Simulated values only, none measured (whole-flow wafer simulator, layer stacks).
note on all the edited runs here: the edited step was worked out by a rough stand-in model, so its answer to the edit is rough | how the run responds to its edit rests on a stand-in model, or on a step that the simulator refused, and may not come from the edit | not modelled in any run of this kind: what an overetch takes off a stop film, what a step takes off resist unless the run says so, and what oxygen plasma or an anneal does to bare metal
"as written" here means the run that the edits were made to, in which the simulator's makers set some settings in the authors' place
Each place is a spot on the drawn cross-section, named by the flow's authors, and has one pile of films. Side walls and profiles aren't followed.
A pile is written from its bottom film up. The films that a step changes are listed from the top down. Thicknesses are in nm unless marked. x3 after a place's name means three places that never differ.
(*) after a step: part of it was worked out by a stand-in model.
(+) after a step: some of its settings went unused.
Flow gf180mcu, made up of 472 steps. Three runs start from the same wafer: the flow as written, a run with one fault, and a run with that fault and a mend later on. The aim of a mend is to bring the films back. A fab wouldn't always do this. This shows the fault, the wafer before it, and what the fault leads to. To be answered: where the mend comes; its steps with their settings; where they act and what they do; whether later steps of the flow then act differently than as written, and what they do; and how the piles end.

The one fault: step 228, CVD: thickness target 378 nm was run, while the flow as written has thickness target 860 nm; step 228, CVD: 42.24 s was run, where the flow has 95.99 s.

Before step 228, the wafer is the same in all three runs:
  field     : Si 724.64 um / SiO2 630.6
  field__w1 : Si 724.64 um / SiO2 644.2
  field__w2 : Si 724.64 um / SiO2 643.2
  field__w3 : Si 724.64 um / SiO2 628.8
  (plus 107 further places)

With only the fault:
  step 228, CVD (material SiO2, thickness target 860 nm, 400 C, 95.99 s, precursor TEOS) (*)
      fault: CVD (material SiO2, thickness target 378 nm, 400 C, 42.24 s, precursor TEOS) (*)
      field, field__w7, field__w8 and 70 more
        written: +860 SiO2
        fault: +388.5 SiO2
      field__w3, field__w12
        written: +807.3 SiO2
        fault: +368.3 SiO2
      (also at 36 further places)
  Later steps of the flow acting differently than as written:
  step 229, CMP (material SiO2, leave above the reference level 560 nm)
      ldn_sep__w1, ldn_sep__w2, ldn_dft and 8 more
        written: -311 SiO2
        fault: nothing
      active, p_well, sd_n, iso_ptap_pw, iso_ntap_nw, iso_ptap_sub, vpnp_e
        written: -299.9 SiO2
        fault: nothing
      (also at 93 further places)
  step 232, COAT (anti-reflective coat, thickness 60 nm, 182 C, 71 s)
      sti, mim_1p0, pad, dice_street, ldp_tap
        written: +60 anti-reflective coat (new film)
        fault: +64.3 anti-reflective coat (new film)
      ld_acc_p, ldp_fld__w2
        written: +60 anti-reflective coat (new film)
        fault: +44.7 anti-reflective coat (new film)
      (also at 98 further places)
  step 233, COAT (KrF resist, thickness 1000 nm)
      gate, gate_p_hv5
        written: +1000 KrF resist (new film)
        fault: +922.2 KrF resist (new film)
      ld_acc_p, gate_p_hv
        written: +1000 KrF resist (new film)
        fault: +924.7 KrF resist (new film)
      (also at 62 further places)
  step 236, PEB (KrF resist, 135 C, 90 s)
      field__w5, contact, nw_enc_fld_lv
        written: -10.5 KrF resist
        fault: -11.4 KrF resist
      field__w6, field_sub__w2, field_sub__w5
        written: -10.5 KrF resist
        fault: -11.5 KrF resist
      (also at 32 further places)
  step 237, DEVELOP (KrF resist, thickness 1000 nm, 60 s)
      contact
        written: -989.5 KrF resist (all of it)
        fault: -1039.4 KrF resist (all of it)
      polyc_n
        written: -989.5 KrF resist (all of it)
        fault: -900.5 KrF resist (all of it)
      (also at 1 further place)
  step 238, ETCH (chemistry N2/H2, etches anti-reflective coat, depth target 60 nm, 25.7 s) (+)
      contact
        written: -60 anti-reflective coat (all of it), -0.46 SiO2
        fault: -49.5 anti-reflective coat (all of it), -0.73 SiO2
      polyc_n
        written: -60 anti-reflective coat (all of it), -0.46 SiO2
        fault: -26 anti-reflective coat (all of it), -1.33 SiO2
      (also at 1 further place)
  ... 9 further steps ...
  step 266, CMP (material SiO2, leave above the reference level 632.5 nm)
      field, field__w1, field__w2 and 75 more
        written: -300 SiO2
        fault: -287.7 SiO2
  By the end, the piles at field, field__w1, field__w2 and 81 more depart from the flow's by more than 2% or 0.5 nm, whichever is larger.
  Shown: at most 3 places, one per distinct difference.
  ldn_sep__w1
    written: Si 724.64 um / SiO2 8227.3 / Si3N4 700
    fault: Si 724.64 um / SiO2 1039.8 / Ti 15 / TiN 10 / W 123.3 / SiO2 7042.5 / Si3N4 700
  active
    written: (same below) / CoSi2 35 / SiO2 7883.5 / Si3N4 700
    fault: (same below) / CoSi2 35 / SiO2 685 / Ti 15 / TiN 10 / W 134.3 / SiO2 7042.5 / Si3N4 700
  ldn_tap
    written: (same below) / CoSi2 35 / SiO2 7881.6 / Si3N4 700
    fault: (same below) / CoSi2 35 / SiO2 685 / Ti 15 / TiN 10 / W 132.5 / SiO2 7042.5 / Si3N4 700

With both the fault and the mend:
  After step 228 comes the mend.
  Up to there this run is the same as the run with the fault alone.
  step 228a, CVD (material SiO2, thickness target 482 nm, 400 C, 53.8 s, precursor TEOS) (*) (a further turn of the flow's step 228, with different settings)
      field, field__w7, field__w8 and 72 more
        +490 SiO2
      field_sub, field_sub__w2, sd_p
        +476.5 SiO2
      field_sub__w1, field_sub__w4, field_sub__w5
        +477.1 SiO2
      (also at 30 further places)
  Later steps of the flow acting differently than as written:
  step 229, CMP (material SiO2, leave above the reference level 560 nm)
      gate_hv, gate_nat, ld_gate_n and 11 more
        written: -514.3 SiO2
        mend: -532.8 SiO2
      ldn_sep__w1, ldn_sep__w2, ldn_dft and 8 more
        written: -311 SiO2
        mend: -329.5 SiO2
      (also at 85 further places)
  At every place that both follow, the piles at the end match the flow's.
